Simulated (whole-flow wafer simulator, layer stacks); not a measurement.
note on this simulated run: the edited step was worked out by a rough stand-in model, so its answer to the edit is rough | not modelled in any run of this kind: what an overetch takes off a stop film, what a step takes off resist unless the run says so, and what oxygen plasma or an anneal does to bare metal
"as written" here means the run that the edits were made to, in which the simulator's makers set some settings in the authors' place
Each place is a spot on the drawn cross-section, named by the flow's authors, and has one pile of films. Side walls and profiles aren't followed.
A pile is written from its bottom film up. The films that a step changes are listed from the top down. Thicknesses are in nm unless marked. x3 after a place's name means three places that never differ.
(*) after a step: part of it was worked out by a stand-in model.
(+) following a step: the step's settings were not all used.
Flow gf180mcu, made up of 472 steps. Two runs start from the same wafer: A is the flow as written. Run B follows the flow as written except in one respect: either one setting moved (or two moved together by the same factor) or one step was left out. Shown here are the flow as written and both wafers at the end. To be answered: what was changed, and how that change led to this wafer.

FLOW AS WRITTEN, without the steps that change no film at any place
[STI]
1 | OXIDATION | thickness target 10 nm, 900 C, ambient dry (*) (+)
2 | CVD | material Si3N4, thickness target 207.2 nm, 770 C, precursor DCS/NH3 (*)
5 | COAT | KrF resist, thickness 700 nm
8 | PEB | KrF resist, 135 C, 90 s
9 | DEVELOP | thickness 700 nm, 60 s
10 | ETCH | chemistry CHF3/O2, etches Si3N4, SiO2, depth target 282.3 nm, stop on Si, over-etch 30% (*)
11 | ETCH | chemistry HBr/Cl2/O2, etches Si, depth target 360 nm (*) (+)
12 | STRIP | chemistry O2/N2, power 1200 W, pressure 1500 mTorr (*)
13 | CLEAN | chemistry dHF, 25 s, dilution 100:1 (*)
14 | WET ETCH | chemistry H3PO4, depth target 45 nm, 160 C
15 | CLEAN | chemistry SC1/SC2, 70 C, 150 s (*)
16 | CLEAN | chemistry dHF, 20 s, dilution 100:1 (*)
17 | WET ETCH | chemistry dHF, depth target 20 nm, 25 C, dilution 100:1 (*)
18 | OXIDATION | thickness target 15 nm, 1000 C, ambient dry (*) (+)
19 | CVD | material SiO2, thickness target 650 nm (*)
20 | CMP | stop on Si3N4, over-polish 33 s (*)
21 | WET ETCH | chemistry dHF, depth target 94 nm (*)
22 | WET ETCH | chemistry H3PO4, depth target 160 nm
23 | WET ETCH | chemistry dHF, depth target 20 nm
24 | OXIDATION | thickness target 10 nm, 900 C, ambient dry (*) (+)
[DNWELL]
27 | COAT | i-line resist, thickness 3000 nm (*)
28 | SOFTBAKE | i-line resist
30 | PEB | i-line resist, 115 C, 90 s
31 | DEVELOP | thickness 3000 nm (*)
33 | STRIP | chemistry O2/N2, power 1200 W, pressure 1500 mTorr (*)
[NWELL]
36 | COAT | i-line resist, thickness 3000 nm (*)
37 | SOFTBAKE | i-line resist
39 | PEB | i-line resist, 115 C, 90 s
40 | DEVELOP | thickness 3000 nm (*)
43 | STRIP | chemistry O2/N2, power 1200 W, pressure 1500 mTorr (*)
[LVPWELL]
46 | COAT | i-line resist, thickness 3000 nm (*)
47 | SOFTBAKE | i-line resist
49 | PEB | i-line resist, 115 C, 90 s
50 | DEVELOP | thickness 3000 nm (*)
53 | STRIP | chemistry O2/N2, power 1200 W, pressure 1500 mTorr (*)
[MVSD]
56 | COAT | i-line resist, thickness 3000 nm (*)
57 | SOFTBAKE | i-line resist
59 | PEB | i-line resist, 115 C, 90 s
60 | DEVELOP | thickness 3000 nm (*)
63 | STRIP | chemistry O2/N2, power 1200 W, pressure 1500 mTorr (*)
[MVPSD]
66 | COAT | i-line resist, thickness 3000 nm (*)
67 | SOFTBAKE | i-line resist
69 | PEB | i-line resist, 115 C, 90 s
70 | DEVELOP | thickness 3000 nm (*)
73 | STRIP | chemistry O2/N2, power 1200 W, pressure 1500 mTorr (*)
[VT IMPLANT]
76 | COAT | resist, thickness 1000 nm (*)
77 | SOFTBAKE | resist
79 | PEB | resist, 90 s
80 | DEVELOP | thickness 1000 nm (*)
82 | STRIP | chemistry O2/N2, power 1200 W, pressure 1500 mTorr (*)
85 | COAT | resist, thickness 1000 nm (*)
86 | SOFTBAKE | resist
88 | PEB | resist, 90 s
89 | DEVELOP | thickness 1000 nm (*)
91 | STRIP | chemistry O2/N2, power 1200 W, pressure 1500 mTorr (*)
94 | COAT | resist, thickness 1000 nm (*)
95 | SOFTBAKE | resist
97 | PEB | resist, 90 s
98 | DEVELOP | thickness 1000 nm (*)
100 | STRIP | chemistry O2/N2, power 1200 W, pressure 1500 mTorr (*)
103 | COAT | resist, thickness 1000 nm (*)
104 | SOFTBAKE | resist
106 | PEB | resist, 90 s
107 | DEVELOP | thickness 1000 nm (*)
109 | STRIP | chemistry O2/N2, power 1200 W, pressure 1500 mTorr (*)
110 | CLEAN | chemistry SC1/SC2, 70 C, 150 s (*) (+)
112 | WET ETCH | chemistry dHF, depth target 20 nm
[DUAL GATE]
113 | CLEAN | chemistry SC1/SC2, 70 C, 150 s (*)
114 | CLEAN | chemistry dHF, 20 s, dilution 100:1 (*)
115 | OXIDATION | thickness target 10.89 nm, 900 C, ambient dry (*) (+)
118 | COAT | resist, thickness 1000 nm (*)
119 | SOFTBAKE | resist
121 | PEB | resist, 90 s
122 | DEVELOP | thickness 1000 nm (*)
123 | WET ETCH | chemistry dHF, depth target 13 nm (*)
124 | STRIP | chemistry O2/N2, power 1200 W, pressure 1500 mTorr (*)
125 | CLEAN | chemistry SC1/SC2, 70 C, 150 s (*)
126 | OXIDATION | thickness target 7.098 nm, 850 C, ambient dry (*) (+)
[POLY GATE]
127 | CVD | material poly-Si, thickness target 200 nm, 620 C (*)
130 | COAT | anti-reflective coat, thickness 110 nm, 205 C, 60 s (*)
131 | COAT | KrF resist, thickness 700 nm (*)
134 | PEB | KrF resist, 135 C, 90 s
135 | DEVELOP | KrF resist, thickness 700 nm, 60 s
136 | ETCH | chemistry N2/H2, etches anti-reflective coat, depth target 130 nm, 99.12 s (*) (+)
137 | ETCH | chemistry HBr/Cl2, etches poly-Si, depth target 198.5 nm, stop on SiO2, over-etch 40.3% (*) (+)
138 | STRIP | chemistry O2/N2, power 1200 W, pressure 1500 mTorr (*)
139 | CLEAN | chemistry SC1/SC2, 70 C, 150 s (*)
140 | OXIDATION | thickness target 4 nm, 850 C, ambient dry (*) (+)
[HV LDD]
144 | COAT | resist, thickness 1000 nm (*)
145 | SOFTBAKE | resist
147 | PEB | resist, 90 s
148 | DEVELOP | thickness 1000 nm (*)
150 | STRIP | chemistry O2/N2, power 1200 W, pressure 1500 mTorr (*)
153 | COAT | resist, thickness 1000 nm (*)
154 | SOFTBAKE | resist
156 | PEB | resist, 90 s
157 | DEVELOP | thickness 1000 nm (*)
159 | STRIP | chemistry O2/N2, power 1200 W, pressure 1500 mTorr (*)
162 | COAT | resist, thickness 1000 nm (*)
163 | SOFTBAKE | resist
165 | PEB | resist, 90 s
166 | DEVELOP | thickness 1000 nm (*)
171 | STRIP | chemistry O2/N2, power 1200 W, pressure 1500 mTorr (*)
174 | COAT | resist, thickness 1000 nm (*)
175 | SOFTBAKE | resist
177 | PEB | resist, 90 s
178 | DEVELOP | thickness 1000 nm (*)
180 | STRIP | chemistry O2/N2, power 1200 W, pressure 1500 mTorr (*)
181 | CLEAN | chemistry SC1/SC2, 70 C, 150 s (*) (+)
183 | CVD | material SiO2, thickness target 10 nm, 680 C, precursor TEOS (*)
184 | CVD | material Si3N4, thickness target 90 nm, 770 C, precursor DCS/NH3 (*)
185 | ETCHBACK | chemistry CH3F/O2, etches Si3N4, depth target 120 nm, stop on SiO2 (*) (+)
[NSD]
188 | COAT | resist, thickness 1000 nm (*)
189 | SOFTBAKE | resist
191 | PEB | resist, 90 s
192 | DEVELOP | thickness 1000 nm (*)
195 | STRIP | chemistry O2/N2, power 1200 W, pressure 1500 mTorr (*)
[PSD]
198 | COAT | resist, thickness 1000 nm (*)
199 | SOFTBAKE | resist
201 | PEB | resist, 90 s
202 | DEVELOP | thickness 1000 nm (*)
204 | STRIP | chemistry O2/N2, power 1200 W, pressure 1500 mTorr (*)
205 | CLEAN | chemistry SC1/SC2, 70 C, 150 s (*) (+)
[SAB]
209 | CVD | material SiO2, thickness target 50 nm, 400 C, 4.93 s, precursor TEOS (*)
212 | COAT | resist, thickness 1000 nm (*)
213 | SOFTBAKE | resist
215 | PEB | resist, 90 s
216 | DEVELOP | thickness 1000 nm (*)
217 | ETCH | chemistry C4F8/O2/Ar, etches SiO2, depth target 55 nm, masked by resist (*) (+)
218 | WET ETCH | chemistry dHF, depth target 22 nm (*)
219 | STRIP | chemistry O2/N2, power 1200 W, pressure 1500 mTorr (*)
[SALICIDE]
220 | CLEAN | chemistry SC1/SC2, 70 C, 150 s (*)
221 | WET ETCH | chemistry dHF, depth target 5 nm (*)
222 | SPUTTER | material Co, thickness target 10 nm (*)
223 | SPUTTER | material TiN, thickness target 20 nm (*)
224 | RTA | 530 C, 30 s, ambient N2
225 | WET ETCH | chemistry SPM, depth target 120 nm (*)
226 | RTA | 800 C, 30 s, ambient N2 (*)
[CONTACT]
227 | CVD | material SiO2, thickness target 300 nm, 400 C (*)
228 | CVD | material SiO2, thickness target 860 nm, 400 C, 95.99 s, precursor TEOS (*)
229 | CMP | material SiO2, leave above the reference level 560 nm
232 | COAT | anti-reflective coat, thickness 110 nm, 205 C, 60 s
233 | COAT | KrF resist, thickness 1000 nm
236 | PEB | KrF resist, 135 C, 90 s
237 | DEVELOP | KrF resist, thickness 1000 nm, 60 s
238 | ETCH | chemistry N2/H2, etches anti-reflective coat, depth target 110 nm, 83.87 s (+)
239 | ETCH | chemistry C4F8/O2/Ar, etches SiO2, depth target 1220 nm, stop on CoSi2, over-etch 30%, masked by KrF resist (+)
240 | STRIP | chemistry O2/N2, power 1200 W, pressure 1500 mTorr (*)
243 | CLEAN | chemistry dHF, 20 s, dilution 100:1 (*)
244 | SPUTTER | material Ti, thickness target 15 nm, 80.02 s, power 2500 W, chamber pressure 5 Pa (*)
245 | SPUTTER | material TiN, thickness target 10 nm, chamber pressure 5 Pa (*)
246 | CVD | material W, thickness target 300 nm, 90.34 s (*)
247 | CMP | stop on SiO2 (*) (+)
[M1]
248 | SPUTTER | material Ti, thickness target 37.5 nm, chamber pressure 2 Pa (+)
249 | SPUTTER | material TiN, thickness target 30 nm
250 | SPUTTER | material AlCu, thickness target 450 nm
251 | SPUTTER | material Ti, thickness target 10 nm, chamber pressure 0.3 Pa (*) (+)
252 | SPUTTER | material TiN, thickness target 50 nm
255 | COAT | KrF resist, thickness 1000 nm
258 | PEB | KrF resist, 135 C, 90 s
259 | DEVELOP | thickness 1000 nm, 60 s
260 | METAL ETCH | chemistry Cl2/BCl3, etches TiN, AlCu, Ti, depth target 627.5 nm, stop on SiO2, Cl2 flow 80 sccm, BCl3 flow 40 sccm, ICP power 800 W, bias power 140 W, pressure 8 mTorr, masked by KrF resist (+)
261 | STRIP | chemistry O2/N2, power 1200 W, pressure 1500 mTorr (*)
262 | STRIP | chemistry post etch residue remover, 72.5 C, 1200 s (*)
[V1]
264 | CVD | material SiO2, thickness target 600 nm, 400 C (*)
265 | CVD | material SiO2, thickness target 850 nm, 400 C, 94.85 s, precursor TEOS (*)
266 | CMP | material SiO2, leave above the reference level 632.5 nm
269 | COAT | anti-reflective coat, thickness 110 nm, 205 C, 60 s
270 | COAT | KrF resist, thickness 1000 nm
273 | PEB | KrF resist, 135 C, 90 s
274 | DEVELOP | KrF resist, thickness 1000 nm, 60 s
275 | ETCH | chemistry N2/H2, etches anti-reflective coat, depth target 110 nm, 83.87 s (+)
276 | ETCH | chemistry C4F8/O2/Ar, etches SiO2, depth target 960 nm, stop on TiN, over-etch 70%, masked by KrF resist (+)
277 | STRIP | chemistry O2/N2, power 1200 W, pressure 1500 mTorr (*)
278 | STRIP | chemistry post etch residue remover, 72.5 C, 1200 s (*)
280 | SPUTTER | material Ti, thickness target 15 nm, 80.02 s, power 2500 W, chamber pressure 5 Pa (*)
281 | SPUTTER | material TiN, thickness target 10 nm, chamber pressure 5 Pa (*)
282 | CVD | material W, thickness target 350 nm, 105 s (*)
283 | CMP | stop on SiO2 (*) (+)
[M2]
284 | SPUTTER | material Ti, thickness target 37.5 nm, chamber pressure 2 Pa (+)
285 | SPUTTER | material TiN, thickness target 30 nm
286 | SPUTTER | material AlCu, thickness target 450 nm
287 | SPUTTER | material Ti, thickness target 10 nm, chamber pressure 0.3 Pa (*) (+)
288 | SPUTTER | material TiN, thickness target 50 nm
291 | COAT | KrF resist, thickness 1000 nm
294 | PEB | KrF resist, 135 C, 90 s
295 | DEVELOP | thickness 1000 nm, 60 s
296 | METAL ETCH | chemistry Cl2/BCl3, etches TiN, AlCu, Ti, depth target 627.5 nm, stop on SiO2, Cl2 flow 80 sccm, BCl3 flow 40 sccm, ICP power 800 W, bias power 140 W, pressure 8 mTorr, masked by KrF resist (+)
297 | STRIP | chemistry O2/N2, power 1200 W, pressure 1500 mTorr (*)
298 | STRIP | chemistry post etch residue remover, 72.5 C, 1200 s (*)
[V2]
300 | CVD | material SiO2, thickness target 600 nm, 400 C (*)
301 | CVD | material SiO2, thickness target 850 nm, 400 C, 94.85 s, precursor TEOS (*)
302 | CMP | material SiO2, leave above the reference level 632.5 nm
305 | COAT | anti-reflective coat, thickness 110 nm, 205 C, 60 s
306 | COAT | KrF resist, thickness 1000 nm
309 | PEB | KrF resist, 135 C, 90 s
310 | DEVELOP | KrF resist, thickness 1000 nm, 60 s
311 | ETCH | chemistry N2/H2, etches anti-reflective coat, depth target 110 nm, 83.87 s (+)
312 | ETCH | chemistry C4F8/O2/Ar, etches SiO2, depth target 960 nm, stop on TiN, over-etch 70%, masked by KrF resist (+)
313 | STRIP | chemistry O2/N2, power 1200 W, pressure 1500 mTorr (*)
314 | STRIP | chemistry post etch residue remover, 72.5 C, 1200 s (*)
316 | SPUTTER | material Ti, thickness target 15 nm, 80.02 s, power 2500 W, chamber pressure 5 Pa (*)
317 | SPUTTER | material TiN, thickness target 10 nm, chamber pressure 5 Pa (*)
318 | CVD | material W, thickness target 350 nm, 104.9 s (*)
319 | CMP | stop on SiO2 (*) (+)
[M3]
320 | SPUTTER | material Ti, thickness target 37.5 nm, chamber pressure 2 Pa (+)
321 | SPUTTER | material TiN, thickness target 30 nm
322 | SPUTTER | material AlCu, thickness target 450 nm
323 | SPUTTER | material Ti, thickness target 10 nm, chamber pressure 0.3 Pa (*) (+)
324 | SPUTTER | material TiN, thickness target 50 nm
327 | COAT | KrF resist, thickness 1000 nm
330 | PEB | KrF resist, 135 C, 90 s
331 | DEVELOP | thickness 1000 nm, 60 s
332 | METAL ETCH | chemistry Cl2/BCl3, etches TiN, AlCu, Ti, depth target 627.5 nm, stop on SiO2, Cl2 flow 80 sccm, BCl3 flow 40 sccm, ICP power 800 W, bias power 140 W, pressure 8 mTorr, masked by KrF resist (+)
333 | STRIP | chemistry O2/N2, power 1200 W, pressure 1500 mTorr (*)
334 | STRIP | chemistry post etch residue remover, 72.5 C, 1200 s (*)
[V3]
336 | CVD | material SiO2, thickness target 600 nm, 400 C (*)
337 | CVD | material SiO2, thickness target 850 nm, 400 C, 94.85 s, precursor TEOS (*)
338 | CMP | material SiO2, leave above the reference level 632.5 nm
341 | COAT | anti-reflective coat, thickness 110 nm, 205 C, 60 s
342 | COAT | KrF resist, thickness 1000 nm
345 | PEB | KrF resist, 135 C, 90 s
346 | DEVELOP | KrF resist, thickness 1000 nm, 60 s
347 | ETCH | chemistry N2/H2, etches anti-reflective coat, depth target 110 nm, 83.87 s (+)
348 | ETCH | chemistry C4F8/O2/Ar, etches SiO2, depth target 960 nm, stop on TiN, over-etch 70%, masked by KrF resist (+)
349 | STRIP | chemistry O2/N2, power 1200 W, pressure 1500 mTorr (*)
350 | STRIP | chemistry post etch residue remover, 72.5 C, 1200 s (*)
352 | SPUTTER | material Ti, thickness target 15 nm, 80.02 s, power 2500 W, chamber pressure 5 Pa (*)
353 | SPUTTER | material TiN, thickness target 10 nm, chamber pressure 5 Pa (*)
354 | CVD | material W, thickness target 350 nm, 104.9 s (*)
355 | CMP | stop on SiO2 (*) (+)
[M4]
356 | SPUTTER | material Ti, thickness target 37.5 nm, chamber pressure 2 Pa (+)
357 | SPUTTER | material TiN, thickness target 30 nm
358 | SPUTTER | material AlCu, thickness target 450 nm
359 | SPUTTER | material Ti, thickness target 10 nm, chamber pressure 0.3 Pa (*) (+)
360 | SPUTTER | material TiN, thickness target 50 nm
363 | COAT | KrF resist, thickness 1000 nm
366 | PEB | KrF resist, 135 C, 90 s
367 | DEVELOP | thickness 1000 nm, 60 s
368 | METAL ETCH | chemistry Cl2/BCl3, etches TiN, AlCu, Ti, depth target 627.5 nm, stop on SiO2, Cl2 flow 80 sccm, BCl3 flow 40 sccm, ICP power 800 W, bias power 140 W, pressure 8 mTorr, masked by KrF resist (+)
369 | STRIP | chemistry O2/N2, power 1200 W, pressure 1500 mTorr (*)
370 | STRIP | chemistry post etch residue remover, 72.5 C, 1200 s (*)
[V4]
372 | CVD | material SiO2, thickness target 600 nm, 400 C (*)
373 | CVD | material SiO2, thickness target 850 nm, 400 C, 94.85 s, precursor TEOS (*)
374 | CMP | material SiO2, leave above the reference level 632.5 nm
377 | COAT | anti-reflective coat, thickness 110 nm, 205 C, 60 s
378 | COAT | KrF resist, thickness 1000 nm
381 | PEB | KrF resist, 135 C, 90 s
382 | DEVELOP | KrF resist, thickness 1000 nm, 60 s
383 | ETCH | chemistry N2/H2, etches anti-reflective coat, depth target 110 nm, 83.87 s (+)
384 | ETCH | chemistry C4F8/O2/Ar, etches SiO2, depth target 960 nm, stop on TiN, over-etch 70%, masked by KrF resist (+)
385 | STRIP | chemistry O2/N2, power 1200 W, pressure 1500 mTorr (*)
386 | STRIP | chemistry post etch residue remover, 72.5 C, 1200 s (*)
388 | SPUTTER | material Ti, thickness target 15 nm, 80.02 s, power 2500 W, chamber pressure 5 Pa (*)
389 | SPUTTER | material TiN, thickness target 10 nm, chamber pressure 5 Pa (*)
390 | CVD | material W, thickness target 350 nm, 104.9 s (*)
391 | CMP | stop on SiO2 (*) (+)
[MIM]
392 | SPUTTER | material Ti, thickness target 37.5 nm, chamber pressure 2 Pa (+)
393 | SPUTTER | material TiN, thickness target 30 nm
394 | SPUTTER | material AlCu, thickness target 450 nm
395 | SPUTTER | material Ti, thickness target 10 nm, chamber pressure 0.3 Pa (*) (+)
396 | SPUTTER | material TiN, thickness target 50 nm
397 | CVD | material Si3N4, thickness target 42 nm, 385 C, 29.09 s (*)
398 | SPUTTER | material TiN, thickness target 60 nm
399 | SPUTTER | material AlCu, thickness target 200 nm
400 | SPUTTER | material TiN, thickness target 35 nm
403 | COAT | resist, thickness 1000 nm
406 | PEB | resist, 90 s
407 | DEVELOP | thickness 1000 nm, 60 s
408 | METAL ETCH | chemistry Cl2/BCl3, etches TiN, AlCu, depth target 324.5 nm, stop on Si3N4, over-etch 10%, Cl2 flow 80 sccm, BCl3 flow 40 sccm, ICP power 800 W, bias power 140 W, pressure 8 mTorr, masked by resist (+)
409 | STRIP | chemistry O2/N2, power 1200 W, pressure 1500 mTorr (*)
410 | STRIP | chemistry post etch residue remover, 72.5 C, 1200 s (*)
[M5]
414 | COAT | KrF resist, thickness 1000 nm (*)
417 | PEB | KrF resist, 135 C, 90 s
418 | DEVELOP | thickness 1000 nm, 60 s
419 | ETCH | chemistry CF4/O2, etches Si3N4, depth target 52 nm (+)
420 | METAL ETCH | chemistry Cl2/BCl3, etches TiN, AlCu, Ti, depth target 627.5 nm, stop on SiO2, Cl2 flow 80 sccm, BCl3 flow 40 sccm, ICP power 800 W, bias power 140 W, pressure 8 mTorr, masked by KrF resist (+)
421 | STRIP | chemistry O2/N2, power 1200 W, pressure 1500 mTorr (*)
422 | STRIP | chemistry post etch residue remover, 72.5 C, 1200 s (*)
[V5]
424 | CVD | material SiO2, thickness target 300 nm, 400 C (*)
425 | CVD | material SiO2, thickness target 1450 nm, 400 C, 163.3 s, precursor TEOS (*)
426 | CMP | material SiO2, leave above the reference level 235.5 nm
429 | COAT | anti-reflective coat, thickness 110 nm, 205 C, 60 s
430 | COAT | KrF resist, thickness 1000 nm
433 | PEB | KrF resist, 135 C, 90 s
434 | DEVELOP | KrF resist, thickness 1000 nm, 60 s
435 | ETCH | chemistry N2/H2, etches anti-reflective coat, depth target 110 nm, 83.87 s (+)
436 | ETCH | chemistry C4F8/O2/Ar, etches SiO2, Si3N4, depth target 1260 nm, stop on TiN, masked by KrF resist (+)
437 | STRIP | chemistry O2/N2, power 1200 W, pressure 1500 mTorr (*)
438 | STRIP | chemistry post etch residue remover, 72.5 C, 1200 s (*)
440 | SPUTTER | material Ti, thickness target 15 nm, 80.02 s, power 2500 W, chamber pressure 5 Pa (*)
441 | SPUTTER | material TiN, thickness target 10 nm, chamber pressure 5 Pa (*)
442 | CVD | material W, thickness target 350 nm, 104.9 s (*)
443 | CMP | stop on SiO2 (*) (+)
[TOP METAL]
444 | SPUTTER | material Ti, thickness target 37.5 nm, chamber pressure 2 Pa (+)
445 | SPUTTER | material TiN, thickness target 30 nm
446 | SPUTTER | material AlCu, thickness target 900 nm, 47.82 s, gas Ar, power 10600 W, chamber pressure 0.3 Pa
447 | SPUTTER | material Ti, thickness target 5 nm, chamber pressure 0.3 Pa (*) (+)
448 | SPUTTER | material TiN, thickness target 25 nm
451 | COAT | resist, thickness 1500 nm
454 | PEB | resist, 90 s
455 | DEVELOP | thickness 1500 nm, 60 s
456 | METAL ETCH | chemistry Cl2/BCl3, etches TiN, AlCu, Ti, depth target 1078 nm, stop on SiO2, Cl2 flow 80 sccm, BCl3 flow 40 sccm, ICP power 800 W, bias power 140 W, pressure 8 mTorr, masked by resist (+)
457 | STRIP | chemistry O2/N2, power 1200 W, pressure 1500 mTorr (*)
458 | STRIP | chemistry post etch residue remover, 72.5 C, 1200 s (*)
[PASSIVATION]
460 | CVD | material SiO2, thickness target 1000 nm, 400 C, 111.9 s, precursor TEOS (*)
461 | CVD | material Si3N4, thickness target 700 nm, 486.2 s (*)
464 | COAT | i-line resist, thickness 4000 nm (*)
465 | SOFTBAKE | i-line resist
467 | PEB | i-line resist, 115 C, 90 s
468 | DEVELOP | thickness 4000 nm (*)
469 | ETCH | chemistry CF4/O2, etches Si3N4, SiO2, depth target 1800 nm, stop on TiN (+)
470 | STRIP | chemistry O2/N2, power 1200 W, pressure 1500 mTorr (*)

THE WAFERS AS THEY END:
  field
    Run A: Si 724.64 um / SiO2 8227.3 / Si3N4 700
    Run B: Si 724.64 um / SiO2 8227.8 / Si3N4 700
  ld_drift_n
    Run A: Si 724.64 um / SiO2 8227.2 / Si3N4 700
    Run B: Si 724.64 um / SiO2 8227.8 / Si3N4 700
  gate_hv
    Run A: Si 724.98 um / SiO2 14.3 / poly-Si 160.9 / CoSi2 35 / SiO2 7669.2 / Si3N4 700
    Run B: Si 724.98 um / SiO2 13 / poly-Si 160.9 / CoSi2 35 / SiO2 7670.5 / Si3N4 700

Cause: step 126, OXIDATION: thickness target 5.607 nm was run, while the flow as written has thickness target 7.098 nm.

How this came from the change, step by step:
  126 | OXIDATION | thickness target 7.098 nm, 850 C, ambient dry (*) (+)
      gate_hv, active_hv, active_nat and 25 more: A SiO2 gains 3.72, Si loses 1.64 | B SiO2 gains 2.46, Si loses 1.08
      active, n_well, p_well and 12 more: A SiO2 gains 7.1 (new film), chemical SiO2 loses 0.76 (all of it), Si loses 2.79 | B SiO2 gains 5.61 (new film), chemical SiO2 loses 0.76 (all of it), Si loses 2.13
  189 | SOFTBAKE | resist
      field__w9: A resist gains 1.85 | B resist loses 1.05
  199 | SOFTBAKE | resist
      field__w9: A resist gains 1.85 | B resist loses 1.05
  218 | WET ETCH | chemistry dHF, depth target 22 nm (*)
      active, p_well, sd_n, iso_ptap_pw, iso_ntap_nw, iso_ptap_sub, vpnp_e: A SiO2 loses 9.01 (all of it) | B SiO2 loses 7.65 (all of it)
      ldn_tap, ldn_src, ldn_drn, ldp_tap, ldp_src, ldp_drn, ldp_gr: A SiO2 loses 16 (all of it) | B SiO2 loses 14.8 (all of it)
      (also at 9 further places)
  223 | SPUTTER | material TiN, thickness target 20 nm (*)
      field__w12: A TiN gains 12 (new film) | B TiN gains 12.6 (new film)
  225 | WET ETCH | chemistry SPM, depth target 120 nm (*)
      field__w12: A TiN loses 12 (all of it), Co loses 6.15 (all of it) | B TiN loses 12.6 (all of it), Co loses 6.15 (all of it)
